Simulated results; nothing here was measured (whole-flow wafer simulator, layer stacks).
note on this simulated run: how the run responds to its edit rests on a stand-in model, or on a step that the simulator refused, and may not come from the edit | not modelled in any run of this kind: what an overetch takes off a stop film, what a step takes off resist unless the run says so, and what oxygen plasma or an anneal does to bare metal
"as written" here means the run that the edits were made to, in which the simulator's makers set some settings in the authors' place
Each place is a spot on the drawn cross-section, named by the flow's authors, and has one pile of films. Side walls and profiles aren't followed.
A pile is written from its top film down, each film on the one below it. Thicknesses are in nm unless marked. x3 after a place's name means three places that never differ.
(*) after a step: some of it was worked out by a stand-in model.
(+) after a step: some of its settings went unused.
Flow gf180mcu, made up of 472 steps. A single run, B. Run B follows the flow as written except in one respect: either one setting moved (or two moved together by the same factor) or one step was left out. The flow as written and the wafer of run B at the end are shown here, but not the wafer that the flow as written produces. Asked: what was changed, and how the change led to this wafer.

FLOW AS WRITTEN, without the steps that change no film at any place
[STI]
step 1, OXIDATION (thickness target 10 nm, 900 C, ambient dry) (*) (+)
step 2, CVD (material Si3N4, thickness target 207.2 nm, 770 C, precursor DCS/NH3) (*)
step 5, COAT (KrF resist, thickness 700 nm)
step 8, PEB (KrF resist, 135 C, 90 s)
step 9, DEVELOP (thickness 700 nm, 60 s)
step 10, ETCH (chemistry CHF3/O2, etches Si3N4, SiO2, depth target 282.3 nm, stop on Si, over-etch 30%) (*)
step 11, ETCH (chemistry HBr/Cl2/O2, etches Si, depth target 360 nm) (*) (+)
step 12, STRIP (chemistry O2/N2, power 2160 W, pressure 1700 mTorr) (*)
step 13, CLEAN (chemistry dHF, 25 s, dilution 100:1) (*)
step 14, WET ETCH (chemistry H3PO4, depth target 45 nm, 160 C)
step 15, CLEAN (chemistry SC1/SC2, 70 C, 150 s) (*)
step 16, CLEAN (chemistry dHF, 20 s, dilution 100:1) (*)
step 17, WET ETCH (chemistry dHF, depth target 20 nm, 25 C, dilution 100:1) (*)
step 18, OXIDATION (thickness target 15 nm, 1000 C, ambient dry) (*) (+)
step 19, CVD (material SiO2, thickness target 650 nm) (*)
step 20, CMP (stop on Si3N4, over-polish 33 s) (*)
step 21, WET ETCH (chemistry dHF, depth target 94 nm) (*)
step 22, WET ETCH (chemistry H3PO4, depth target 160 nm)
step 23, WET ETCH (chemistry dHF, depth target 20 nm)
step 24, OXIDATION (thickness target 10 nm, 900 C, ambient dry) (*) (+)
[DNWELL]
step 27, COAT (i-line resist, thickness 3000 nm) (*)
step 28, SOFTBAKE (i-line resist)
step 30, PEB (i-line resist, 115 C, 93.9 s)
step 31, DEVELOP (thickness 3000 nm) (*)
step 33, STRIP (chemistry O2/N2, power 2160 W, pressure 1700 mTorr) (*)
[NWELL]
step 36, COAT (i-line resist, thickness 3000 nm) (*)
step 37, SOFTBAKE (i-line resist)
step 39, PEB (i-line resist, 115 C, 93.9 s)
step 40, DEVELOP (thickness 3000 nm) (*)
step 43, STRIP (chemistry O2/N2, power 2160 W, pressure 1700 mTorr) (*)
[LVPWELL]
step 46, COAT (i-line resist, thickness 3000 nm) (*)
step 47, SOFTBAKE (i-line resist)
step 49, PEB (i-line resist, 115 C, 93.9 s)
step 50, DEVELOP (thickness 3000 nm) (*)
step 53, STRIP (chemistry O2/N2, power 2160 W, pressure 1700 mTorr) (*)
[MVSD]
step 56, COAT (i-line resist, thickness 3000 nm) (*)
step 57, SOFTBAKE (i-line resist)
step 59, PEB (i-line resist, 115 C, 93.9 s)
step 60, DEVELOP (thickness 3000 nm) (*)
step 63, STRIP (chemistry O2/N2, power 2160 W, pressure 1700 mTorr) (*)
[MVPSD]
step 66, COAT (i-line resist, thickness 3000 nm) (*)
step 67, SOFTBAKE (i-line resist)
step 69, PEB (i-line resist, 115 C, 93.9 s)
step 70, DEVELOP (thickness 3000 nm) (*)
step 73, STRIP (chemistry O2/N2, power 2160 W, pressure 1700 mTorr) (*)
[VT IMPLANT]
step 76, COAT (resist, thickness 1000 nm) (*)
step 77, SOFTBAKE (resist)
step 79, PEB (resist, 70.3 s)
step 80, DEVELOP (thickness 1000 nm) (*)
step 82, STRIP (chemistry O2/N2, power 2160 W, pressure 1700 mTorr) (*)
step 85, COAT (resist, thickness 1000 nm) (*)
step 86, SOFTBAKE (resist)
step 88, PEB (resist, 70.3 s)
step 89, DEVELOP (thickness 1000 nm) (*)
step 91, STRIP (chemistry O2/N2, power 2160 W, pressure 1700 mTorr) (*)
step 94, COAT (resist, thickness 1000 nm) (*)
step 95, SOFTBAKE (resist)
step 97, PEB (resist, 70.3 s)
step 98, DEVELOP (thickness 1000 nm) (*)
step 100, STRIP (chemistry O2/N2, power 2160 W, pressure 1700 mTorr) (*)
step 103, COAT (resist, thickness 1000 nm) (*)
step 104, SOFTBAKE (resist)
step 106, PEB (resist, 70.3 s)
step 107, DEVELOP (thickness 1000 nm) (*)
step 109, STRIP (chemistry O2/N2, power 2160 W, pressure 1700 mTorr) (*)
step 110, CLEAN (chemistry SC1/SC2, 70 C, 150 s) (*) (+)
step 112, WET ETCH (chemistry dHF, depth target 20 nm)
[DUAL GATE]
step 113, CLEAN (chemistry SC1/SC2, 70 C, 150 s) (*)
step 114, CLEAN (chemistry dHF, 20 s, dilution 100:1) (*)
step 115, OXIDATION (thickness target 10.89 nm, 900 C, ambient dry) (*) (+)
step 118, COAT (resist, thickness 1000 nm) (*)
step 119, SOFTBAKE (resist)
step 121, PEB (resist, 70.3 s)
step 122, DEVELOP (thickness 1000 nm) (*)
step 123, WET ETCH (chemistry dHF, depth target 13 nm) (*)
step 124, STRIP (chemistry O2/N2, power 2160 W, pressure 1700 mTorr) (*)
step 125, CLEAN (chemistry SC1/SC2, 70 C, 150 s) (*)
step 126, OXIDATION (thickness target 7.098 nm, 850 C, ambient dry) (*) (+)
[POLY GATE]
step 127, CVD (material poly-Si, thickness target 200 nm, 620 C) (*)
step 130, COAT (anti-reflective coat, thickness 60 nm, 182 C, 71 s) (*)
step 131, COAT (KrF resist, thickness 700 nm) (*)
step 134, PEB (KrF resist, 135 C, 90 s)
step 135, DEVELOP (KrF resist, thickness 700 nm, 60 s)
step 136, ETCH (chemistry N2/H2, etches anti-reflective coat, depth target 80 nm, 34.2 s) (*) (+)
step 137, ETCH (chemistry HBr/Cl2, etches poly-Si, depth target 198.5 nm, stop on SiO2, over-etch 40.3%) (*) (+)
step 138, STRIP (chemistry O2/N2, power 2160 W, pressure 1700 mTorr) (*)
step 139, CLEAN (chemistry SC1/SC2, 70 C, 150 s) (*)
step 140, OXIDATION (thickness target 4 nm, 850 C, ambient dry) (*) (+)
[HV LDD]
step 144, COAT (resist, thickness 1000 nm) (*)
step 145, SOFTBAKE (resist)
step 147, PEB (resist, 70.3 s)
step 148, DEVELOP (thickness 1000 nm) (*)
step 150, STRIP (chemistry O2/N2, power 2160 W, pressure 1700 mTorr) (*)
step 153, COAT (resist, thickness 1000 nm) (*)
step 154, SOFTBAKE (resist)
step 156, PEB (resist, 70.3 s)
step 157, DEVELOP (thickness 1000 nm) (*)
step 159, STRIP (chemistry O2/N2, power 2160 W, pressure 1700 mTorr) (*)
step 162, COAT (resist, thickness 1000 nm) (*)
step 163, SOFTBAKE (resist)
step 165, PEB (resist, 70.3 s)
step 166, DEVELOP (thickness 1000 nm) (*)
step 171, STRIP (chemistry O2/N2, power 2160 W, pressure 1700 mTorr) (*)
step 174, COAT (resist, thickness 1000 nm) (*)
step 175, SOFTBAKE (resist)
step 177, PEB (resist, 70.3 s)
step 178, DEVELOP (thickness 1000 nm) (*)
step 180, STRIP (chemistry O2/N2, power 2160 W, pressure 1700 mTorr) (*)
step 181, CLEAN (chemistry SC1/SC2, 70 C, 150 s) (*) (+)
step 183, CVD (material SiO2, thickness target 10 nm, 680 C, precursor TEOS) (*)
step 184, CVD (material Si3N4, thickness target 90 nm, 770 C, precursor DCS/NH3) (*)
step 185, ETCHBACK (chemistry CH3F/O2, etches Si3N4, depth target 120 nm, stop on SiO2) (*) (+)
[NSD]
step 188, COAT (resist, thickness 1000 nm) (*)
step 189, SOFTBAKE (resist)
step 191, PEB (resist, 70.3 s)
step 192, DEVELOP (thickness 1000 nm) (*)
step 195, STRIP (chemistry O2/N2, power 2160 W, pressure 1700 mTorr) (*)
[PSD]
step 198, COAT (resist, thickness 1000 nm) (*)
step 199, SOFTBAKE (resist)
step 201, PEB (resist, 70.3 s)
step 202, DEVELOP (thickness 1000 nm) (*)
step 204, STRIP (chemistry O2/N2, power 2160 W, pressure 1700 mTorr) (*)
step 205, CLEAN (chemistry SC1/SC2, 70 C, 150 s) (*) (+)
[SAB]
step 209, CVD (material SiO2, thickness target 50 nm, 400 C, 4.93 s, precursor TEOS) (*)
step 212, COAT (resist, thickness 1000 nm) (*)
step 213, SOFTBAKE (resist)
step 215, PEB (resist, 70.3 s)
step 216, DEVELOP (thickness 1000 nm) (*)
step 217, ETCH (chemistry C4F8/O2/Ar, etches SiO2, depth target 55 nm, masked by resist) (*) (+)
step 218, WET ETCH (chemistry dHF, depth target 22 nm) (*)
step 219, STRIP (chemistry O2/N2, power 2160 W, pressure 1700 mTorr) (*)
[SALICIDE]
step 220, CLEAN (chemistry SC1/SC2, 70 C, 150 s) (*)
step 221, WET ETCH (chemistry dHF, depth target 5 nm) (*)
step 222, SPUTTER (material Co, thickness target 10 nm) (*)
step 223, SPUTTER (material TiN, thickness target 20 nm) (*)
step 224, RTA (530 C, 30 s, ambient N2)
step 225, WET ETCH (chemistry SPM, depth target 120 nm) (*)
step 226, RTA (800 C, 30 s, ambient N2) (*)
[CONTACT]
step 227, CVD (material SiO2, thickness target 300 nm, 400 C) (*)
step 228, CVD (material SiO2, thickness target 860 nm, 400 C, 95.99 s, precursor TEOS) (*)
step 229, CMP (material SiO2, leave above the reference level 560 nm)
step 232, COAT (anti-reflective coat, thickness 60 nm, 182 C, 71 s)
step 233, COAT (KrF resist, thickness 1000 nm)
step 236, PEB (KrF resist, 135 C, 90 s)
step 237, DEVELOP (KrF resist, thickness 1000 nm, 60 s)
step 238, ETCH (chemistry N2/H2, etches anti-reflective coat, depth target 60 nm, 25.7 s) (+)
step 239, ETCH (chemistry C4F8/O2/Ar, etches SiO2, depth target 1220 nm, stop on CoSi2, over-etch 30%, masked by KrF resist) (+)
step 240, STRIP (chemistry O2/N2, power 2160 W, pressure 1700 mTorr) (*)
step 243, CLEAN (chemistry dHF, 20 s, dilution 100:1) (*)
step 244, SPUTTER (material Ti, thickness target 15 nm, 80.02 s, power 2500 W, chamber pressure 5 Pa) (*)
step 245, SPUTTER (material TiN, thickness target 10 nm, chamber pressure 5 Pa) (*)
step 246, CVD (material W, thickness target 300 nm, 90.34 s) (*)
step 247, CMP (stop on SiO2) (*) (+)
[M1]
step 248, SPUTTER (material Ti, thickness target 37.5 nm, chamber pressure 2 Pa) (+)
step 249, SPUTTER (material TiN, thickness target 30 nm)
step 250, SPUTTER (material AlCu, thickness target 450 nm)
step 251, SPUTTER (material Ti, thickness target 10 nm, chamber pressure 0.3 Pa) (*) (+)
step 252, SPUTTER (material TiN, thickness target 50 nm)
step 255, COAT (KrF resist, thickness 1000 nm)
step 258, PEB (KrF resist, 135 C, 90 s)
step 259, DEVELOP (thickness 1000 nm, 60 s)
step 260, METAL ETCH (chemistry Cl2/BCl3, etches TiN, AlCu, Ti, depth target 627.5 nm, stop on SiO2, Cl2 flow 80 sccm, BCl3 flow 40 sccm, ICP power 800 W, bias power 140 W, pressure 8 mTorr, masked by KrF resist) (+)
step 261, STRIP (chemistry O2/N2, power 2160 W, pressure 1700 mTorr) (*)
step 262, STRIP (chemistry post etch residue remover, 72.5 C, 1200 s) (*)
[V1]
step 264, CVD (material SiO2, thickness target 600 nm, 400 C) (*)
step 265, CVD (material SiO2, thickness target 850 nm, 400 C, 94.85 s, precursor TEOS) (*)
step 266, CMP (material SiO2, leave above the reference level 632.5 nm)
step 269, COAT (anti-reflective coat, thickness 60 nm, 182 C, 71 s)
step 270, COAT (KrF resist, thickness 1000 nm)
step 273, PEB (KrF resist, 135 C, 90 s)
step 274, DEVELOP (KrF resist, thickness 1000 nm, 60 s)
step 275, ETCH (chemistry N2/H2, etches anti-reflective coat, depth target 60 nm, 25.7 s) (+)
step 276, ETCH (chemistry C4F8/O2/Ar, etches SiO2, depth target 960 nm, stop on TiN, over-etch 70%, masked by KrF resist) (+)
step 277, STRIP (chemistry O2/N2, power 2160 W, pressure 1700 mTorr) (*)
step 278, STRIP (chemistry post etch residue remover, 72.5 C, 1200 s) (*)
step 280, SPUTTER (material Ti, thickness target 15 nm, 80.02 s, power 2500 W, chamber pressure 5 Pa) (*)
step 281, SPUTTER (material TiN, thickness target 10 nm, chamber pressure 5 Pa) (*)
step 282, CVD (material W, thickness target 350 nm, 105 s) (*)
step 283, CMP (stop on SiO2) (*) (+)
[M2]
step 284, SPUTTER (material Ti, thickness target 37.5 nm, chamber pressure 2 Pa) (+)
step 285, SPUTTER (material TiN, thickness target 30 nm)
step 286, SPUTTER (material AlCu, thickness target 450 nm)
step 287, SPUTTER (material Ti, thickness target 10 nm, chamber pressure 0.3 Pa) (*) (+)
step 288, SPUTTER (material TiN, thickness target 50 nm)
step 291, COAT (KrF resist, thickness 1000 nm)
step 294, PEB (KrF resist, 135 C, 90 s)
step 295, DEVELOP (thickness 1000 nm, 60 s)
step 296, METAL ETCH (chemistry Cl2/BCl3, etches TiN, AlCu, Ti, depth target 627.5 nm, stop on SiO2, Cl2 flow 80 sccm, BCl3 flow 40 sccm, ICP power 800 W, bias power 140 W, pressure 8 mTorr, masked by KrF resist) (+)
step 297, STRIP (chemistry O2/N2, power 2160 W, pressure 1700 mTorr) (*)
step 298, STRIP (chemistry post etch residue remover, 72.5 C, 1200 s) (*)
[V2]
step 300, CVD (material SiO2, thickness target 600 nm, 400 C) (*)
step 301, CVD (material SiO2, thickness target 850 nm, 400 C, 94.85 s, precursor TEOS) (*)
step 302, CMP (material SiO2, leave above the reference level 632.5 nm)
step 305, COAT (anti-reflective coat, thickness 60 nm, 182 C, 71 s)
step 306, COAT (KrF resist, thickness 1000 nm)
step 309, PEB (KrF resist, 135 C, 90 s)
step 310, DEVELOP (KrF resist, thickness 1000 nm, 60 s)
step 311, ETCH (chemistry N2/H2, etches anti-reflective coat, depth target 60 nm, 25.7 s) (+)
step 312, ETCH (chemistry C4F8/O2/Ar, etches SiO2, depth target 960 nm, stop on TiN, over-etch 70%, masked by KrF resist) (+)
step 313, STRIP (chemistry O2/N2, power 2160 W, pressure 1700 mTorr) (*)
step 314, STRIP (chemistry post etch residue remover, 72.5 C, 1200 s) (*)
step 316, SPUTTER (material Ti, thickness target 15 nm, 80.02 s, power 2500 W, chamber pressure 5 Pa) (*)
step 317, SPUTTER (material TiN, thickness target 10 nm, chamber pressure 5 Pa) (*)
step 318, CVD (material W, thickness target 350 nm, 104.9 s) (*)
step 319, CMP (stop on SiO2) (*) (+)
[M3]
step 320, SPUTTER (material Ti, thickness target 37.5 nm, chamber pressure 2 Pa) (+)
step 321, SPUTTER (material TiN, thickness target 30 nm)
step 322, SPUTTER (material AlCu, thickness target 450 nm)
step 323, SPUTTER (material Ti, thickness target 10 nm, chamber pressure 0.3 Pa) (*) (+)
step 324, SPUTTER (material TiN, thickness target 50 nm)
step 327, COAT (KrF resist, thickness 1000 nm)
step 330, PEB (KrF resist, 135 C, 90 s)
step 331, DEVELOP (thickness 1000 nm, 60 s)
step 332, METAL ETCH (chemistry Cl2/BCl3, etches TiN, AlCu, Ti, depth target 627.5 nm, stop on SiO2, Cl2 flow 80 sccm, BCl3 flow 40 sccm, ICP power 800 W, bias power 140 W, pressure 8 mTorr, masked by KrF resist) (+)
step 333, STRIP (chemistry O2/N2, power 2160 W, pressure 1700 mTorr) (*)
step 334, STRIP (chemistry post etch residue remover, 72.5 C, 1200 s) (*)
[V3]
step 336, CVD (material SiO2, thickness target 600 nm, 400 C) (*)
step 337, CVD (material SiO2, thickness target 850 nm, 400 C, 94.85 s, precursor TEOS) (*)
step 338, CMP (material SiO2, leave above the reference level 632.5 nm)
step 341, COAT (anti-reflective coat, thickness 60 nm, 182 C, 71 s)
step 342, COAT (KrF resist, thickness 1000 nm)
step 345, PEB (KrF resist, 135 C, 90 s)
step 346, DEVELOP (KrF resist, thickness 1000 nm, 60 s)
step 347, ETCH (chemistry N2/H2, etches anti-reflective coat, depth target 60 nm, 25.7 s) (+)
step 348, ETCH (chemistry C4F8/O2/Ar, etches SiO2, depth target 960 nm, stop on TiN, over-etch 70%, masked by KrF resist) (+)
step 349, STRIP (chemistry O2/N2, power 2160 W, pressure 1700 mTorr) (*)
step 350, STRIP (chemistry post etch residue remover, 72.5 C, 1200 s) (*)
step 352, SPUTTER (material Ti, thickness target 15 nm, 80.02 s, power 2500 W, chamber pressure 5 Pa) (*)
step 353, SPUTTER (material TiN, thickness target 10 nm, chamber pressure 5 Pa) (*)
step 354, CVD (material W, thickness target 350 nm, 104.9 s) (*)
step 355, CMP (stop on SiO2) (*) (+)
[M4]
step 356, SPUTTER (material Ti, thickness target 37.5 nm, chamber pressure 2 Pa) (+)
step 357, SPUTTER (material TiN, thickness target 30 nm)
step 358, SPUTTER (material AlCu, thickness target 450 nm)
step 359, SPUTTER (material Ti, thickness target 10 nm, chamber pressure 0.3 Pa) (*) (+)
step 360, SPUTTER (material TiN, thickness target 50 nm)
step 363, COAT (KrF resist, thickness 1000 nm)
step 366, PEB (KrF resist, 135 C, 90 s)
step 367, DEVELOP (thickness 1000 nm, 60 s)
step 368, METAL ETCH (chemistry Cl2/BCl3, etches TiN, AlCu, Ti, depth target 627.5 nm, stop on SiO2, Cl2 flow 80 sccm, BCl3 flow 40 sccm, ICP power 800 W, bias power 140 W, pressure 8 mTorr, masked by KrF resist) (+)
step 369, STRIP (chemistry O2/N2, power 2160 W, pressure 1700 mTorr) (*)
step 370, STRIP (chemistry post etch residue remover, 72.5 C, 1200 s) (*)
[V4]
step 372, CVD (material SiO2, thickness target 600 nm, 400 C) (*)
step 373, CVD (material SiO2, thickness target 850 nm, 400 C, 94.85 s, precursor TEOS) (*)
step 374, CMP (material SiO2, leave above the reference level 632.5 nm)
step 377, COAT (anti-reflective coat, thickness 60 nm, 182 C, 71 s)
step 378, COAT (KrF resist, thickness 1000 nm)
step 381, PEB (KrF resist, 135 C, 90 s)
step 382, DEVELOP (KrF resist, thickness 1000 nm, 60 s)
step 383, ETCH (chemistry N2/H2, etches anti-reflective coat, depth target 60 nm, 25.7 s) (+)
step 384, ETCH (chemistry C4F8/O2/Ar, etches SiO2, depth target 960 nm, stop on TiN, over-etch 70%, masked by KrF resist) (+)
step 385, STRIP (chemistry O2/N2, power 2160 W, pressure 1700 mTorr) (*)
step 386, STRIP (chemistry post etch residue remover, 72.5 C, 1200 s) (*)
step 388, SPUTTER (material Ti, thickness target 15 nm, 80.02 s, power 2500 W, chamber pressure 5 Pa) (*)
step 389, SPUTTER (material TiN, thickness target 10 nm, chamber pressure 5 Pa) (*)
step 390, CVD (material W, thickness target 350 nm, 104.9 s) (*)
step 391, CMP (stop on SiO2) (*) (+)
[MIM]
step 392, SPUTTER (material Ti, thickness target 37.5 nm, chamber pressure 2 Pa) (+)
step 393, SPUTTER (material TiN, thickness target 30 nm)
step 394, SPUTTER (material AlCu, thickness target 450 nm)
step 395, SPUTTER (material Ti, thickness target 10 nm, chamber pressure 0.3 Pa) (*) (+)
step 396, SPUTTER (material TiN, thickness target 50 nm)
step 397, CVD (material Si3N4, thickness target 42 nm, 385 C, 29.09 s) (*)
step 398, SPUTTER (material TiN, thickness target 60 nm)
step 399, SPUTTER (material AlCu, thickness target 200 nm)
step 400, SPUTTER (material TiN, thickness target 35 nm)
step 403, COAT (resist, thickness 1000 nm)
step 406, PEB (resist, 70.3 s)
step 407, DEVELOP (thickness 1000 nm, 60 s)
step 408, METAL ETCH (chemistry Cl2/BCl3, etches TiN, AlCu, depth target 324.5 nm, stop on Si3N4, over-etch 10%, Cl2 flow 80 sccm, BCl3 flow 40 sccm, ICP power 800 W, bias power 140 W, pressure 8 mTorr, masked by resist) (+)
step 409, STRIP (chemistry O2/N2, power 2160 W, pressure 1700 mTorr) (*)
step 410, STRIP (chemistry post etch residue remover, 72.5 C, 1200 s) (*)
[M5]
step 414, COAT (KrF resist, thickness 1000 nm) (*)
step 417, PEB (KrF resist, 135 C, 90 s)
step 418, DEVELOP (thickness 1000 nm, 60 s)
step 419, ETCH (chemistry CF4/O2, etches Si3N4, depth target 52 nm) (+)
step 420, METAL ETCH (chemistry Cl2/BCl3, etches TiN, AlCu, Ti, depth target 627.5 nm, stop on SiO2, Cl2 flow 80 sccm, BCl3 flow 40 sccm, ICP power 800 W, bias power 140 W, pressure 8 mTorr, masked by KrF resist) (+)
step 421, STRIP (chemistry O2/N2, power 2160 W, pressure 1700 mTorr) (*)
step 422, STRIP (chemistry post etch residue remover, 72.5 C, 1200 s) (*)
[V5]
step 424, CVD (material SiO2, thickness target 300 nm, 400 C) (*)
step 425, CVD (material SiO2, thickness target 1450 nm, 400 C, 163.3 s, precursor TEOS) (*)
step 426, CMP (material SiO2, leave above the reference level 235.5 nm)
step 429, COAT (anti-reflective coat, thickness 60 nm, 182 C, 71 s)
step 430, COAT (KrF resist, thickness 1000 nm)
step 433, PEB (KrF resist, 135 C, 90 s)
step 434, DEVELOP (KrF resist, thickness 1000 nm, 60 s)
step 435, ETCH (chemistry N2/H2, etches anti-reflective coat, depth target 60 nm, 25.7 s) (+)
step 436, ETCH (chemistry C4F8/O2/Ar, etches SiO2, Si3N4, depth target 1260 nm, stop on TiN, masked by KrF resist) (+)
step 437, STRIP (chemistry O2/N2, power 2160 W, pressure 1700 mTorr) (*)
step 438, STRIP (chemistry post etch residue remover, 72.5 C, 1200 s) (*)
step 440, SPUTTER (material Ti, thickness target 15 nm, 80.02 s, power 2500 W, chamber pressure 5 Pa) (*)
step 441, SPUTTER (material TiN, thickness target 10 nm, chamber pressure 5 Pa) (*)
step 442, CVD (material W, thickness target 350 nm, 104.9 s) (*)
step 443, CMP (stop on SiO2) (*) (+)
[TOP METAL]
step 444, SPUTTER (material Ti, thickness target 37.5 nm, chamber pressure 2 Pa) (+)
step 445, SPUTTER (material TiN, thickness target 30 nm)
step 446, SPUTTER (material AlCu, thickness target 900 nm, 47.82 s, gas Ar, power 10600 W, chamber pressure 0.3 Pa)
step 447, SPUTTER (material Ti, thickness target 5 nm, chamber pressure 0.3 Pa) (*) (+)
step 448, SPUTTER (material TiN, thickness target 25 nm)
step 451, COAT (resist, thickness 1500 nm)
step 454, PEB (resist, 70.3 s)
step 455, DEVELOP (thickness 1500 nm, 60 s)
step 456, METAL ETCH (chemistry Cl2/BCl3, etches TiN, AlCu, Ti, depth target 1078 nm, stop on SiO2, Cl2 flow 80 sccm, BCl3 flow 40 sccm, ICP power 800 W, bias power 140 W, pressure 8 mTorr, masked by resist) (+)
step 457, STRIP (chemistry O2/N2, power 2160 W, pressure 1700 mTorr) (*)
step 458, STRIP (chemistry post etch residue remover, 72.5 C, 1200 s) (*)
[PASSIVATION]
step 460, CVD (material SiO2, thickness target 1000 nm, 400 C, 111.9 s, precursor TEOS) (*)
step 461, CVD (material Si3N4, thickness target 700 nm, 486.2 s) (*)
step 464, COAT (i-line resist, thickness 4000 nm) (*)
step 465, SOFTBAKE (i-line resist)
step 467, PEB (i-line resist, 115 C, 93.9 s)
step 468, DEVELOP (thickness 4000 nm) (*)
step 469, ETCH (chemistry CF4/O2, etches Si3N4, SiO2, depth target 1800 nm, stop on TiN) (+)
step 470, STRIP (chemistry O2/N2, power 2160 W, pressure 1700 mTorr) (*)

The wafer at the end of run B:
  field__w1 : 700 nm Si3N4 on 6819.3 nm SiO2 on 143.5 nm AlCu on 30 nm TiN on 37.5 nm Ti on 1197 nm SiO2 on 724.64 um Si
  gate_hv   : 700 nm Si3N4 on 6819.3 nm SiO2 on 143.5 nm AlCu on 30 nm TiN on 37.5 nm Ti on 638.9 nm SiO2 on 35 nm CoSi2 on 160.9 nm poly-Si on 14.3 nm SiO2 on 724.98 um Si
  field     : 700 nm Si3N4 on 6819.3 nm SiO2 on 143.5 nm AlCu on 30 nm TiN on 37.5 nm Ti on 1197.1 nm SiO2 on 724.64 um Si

What caused this: step 260, METAL ETCH: depth target 360.8 nm was run, whereas the flow has depth target 627.5 nm.

Step by step, how the change led to this:
  step 260, METAL ETCH (chemistry Cl2/BCl3, etches TiN, AlCu, Ti, depth target 627.5 nm, stop on SiO2, Cl2 flow 80 sccm, BCl3 flow 40 sccm, ICP power 800 W, bias power 140 W, pressure 8 mTorr, masked by KrF resist) (+)
      field, field__w1, field__w2 and 99 more: TiN loses 50 (all of it), Ti loses 10 (all of it), AlCu loses 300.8 (in the flow as written it would be: TiN loses 50 (all of it), Ti loses 10 (all of it), AlCu loses 450 (all of it), TiN loses 30 (all of it), Ti loses 37.5 (all of it))
      field__w8, contact, m1 and 6 more: KrF resist loses 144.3 (in the flow as written it would be: KrF resist loses 251)
  step 261, STRIP (chemistry O2/N2, power 2160 W, pressure 1700 mTorr) (*)
      field__w8, contact, m1 and 6 more: KrF resist loses 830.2 (all of it) (in the flow as written it would be: KrF resist loses 723.5 (all of it))
  step 262, STRIP (chemistry post etch residue remover, 72.5 C, 1200 s) (*)
      field, field__w1, field__w2 and 99 more: AlCu loses 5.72 (in the flow as written it would be: nothing)
  step 264, CVD (material SiO2, thickness target 600 nm, 400 C) (*)
      field, field__w1, field__w2 and 99 more: SiO2 gains 600 (new film) (in the flow as written it would be: SiO2 gains 600)
  step 266, CMP (material SiO2, leave above the reference level 632.5 nm)
      field, field__w1, field__w2 and 99 more: SiO2 loses 511 (in the flow as written it would be: SiO2 loses 300)
If metal films that touch count as one body, field__w1 has 1 body; the flow as written gives 0 bodies.
If metal films that touch count as one body, gate_hv has 2 bodies (between them, from the top down: SiO2 638.9); the flow as written gives 1 body.
If metal films that touch count as one body, field has 1 body; the flow as written gives 0 bodies.
